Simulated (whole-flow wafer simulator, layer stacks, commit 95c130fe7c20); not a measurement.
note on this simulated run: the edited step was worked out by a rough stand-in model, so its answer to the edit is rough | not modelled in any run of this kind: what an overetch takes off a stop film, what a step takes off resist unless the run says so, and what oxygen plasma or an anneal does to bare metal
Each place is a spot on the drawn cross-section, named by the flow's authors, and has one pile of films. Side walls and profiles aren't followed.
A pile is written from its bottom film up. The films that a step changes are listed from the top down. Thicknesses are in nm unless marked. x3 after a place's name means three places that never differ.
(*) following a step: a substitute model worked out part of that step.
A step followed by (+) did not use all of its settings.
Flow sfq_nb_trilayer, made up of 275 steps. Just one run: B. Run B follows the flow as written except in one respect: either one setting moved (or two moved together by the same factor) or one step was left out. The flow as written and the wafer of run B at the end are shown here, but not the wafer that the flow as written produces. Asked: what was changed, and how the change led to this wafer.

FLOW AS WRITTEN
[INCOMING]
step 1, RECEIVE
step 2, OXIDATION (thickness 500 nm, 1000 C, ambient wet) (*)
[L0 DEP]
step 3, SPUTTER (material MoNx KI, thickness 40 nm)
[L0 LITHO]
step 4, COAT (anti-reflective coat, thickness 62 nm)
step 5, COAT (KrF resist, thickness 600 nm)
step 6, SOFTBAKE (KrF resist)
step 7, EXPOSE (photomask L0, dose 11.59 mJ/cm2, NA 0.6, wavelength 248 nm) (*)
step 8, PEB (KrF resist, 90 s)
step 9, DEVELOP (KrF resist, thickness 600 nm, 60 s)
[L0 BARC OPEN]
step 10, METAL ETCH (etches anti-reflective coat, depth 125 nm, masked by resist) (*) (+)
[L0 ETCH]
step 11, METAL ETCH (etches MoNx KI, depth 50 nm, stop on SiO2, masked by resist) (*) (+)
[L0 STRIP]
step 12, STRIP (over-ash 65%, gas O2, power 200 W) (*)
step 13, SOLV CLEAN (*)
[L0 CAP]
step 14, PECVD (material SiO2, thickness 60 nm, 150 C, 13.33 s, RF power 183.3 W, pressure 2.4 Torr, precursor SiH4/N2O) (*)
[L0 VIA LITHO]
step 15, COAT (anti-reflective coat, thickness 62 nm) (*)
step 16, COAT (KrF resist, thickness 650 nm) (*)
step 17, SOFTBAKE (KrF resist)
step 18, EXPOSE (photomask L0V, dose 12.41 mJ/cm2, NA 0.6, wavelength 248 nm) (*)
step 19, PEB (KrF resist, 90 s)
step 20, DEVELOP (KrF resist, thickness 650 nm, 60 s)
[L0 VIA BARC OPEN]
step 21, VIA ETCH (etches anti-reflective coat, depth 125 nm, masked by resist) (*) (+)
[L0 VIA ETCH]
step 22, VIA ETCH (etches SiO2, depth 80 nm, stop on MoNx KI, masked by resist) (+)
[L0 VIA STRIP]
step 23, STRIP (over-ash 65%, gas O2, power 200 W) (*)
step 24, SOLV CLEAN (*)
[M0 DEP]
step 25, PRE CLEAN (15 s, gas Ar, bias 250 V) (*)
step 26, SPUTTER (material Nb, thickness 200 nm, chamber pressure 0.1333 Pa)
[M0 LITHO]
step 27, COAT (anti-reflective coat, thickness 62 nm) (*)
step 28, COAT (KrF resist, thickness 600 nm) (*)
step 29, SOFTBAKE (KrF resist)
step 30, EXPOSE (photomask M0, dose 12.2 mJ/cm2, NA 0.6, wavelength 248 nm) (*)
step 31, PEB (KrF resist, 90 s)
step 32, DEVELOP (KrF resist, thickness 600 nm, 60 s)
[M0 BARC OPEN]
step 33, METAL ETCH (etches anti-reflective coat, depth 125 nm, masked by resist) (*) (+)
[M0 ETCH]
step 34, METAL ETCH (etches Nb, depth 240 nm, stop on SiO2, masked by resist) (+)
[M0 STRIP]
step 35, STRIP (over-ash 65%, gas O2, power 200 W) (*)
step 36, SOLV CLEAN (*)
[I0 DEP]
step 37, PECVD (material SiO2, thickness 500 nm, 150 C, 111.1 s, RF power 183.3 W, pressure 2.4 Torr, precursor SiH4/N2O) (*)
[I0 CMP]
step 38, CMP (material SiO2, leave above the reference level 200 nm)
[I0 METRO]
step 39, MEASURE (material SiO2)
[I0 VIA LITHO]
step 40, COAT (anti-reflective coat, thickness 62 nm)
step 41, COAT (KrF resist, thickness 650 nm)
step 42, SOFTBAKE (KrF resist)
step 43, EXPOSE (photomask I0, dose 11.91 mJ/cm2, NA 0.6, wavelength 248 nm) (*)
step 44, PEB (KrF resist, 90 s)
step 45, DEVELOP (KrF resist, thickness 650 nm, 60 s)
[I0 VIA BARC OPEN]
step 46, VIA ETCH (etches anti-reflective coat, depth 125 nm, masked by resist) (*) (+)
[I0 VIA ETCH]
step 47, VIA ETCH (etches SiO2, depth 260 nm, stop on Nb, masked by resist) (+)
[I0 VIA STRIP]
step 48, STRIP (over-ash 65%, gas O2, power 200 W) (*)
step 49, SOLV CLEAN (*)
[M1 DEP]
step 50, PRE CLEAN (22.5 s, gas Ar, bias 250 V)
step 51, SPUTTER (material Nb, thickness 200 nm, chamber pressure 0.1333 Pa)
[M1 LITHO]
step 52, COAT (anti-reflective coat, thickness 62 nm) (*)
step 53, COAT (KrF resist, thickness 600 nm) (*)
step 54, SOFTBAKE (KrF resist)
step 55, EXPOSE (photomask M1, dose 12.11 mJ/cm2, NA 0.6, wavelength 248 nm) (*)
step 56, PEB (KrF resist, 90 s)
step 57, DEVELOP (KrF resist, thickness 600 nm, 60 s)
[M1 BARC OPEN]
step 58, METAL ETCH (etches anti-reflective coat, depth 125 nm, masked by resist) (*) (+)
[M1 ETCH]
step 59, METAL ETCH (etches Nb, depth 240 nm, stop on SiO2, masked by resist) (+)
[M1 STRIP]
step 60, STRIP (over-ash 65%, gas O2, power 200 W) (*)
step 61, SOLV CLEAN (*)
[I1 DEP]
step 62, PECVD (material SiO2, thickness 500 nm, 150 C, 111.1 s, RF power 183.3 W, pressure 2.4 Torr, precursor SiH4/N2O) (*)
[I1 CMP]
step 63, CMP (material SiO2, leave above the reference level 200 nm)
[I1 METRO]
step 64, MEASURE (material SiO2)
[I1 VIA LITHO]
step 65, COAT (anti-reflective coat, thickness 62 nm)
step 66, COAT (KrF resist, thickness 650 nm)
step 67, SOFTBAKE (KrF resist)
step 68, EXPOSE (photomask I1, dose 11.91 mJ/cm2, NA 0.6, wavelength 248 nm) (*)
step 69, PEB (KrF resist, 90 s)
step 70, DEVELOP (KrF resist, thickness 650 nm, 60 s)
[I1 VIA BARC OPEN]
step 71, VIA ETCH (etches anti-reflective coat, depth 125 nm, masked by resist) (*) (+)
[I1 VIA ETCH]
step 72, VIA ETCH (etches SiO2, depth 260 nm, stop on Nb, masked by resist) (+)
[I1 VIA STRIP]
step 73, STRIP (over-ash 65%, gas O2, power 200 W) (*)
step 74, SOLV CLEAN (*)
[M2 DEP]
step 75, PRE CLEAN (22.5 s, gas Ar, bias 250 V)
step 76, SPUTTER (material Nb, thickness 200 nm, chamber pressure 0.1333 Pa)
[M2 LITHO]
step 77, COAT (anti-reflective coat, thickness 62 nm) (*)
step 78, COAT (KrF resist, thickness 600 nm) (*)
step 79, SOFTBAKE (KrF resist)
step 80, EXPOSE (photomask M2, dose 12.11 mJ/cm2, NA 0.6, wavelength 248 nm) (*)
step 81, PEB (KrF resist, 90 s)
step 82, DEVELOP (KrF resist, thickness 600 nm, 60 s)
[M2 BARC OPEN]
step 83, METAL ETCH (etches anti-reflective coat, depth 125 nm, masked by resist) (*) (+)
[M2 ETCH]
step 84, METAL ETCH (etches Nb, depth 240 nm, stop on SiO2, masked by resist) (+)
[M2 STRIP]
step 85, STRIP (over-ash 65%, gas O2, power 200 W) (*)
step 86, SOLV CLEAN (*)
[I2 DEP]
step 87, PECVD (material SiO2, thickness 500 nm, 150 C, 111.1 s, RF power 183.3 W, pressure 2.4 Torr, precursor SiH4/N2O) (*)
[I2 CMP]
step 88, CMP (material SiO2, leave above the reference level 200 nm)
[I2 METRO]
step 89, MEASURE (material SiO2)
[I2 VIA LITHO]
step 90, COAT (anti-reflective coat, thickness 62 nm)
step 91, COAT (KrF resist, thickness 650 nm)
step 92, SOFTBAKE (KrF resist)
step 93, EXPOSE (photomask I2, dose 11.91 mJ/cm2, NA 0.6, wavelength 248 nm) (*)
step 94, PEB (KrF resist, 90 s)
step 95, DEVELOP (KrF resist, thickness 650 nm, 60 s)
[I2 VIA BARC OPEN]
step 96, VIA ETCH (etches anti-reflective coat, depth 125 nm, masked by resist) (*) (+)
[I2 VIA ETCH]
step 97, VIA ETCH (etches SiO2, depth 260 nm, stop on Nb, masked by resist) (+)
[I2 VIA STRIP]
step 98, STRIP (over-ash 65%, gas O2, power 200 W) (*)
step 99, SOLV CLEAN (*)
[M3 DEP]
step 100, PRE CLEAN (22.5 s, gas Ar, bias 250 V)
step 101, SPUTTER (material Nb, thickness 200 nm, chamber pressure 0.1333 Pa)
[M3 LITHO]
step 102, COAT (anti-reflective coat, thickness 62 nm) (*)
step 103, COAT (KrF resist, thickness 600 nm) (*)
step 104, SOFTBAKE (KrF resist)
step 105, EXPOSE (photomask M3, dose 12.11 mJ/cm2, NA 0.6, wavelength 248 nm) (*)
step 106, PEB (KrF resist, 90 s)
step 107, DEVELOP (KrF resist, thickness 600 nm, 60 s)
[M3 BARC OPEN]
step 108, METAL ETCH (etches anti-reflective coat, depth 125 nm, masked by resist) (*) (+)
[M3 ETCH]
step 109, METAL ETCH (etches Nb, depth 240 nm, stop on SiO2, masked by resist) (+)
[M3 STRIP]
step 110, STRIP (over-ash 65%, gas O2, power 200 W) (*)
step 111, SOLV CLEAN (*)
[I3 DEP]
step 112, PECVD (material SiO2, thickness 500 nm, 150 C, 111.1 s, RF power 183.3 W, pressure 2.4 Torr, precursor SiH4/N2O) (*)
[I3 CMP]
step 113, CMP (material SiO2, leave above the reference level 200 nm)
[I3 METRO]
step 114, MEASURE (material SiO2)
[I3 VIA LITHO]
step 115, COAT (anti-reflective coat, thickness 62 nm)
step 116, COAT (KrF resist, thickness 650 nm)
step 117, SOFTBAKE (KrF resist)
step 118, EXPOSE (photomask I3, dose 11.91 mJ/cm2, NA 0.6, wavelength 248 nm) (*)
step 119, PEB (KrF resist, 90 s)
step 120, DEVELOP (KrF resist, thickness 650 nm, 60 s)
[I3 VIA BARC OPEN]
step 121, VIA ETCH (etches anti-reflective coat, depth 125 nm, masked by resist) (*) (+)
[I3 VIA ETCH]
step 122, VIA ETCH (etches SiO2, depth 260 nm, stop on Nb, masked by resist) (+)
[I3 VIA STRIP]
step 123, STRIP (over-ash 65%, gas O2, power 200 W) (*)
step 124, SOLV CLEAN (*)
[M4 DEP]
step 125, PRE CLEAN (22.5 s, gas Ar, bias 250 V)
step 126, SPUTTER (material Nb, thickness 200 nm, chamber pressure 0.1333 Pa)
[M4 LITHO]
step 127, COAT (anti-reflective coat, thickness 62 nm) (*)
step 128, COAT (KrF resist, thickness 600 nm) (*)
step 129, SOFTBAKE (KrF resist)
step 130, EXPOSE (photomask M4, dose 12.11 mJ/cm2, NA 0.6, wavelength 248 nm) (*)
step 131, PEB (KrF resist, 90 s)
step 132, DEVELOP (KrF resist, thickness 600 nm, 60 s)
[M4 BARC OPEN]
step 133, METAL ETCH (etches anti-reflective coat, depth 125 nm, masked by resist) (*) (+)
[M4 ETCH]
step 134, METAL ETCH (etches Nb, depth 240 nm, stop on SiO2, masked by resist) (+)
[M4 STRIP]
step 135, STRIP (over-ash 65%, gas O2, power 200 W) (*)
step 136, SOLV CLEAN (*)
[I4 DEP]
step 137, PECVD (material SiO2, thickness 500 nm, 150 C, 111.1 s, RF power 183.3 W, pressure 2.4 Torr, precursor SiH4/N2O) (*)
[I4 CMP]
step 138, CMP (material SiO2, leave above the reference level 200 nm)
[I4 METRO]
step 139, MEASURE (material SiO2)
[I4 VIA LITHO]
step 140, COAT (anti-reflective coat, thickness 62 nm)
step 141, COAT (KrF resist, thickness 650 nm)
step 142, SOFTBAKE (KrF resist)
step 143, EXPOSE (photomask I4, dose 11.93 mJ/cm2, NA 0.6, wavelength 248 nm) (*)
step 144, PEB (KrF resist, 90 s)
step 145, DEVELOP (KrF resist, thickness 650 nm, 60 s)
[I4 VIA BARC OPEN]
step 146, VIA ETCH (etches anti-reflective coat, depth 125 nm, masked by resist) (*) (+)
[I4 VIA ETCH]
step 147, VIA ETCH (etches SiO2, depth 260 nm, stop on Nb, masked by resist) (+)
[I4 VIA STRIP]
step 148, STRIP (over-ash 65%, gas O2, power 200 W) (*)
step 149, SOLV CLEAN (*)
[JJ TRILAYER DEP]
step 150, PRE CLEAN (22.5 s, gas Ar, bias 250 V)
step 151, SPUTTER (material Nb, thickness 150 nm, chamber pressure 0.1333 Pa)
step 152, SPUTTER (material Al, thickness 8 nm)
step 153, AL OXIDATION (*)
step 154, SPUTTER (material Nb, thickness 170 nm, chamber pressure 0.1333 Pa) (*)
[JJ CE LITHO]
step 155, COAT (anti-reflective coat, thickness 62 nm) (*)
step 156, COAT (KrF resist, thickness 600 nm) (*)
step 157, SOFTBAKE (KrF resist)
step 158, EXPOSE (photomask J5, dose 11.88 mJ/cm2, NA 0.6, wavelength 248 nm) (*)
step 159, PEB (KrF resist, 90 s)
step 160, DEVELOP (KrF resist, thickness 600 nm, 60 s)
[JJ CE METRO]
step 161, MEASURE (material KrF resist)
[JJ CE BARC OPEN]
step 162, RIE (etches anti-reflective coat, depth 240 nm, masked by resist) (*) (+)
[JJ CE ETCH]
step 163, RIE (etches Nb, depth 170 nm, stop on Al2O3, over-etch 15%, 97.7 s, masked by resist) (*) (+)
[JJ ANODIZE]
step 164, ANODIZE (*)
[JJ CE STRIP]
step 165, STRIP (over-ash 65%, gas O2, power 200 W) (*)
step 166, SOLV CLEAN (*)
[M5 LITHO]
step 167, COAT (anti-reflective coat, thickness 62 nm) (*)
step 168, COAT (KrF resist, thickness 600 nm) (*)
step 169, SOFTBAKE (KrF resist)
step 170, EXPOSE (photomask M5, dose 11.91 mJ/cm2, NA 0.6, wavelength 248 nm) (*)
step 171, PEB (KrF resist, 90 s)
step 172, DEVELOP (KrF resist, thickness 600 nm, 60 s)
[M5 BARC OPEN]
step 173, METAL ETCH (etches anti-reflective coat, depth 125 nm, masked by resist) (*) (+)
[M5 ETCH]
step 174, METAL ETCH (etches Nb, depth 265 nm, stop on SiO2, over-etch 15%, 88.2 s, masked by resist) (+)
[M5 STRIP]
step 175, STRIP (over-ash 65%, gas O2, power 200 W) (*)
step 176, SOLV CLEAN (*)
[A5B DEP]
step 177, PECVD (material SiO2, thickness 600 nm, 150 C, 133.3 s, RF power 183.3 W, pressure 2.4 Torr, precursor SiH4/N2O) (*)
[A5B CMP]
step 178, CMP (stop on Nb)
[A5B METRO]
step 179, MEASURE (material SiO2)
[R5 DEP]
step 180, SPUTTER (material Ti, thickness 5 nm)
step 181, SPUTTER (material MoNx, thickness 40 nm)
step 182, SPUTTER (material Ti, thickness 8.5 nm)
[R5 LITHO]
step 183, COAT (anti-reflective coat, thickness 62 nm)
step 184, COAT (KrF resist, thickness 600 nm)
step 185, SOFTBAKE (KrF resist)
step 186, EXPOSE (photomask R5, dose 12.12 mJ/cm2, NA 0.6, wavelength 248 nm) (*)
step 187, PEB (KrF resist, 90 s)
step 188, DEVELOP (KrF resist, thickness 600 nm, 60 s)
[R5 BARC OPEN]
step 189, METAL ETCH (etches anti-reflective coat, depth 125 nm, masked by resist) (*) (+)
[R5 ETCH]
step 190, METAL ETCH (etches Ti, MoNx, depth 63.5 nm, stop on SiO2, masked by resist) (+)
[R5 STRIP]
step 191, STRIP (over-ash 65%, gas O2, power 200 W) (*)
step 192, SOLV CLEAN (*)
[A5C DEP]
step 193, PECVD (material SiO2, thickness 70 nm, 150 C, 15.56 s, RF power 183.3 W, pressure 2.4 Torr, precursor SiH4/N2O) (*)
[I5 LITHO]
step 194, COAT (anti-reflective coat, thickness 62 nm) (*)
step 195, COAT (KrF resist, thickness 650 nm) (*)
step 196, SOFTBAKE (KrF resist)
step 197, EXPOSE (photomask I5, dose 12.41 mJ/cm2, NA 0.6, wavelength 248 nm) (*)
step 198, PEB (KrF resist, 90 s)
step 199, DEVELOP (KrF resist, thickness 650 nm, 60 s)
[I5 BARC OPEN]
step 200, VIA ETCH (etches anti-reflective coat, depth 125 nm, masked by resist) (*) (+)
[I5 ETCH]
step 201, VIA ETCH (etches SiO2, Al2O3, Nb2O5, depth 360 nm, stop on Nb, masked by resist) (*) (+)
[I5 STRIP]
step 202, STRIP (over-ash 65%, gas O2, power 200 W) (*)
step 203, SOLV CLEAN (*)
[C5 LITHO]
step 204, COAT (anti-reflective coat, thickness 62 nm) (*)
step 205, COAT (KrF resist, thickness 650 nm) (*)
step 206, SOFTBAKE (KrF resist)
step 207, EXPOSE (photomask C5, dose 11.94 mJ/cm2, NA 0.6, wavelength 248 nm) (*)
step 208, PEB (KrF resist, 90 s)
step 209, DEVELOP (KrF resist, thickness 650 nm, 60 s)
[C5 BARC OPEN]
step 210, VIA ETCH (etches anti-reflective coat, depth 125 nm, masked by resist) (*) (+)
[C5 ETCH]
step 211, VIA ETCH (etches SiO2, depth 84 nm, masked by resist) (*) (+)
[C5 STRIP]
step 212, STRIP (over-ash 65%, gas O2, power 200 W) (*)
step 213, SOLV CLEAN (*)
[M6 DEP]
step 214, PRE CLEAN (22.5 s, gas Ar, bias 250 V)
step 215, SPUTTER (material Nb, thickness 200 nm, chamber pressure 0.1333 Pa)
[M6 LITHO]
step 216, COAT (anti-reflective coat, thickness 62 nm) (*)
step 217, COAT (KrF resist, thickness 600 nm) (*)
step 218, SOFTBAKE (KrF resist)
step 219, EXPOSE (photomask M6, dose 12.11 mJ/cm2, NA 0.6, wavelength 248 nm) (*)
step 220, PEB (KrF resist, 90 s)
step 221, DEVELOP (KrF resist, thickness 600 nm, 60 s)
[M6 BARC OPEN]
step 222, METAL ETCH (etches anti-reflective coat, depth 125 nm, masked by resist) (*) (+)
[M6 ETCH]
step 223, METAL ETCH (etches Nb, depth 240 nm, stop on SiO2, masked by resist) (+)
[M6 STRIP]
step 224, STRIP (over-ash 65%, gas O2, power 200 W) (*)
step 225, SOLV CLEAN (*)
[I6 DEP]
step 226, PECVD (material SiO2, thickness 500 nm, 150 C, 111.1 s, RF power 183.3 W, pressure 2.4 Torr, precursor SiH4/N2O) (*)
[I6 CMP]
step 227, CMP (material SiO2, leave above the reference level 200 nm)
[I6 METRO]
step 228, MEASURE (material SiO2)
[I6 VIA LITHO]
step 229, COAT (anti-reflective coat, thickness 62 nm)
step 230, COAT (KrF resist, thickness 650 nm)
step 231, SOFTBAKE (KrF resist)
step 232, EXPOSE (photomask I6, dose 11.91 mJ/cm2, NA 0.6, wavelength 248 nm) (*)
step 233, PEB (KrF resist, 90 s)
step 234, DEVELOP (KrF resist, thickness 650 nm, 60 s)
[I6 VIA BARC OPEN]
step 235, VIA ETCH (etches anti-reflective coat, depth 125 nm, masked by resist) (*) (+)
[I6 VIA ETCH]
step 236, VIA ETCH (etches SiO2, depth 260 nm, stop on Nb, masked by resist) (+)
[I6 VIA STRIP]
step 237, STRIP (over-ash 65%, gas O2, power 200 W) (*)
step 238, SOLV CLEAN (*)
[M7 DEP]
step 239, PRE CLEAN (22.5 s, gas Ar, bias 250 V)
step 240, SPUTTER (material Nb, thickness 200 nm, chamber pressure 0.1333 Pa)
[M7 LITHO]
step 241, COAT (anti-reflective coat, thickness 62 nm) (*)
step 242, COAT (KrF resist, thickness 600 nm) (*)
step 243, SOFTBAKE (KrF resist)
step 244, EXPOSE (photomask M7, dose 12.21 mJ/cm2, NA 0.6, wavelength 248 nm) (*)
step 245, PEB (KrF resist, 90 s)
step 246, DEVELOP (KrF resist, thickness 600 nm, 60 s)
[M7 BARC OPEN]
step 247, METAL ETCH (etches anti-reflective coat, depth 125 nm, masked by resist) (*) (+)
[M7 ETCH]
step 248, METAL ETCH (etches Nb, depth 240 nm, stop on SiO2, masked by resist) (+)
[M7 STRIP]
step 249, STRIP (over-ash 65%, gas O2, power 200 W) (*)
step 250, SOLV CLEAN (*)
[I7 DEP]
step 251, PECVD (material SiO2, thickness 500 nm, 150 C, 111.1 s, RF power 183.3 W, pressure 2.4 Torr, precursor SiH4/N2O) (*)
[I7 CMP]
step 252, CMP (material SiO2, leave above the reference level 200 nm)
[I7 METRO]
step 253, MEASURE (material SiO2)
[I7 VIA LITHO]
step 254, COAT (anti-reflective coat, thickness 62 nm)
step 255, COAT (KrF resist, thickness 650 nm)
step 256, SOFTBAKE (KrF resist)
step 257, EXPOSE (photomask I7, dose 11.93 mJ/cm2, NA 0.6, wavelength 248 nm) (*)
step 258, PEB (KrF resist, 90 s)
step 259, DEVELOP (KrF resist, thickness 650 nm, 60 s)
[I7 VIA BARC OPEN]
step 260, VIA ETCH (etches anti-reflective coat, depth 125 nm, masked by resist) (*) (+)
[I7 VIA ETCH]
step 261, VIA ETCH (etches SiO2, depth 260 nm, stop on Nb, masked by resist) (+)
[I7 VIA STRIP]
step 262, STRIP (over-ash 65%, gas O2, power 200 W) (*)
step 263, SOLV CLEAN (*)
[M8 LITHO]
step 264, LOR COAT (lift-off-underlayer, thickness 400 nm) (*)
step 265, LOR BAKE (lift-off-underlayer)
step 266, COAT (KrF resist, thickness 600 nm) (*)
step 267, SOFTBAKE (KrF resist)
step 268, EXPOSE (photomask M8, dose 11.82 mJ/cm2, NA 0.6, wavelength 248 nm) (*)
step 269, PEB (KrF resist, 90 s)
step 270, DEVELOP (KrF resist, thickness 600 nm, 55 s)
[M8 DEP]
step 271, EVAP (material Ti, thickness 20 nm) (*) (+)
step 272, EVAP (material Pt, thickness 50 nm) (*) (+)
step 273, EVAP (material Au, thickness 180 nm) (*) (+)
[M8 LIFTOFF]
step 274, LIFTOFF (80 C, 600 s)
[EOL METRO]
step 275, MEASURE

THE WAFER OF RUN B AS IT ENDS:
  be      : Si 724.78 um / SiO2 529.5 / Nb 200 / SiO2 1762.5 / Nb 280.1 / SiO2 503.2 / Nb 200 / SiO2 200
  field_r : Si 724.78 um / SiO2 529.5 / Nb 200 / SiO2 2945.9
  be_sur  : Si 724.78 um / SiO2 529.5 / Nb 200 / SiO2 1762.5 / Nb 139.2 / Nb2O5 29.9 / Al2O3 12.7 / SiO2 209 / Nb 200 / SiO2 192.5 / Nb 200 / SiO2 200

Cause: step 14, PECVD: thickness 34.5 nm was run, whereas the flow has thickness 60 nm; step 14, PECVD: 7.667 s was run, where the flow has 13.33 s.

How this came from the change, step by step:
  step 14, PECVD (material SiO2, thickness 60 nm, 150 C, 13.33 s, RF power 183.3 W, pressure 2.4 Torr, precursor SiH4/N2O) (*)
      v_sur, via_wl, via_w and 97 more: SiO2 gains 34.5 (it would be, as written: SiO2 gains 60)
      field_l, l0_sur, l0v, l0r_line_l, l0r_line_c, l0r_line_r: SiO2 gains 34.5 (new film) (it would be, as written: SiO2 gains 60 (new film))
  step 22, VIA ETCH (etches SiO2, depth 80 nm, stop on MoNx KI, masked by resist) (+)
      field_l, v_sur, via_wl and 102 more: KrF resist loses 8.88 (it would be, as written: KrF resist loses 13.8)
      l0v: SiO2 loses 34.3 (all of it) (it would be, as written: SiO2 loses 59.8 (all of it))
  step 26, SPUTTER (material Nb, thickness 200 nm, chamber pressure 0.1333 Pa)
      l0v: Nb gains 200 (new film) (it would be, as written: Nb gains 195.7 (new film))
  step 27, COAT (anti-reflective coat, thickness 62 nm) (*)
      l0_sur: anti-reflective coat gains 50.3 (new film) (it would be, as written: anti-reflective coat gains 47.5 (new film))
      l0v: anti-reflective coat gains 70 (new film) (it would be, as written: anti-reflective coat gains 78 (new film))
  step 28, COAT (KrF resist, thickness 600 nm) (*)
      l0v: KrF resist gains 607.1 (new film) (it would be, as written: KrF resist gains 622.9 (new film))
  step 35, STRIP (over-ash 65%, gas O2, power 200 W) (*)
      l0_sur: KrF resist loses 373.5 (all of it), anti-reflective coat loses 50.3 (all of it) (it would be, as written: KrF resist loses 372 (all of it), anti-reflective coat loses 47.5 (all of it))
      l0v: KrF resist loses 389.5 (all of it), anti-reflective coat loses 70 (all of it) (it would be, as written: KrF resist loses 405.3 (all of it), anti-reflective coat loses 78 (all of it))
  step 38, CMP (material SiO2, leave above the reference level 200 nm)
      l0v: SiO2 loses 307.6 (it would be, as written: SiO2 loses 277.8)
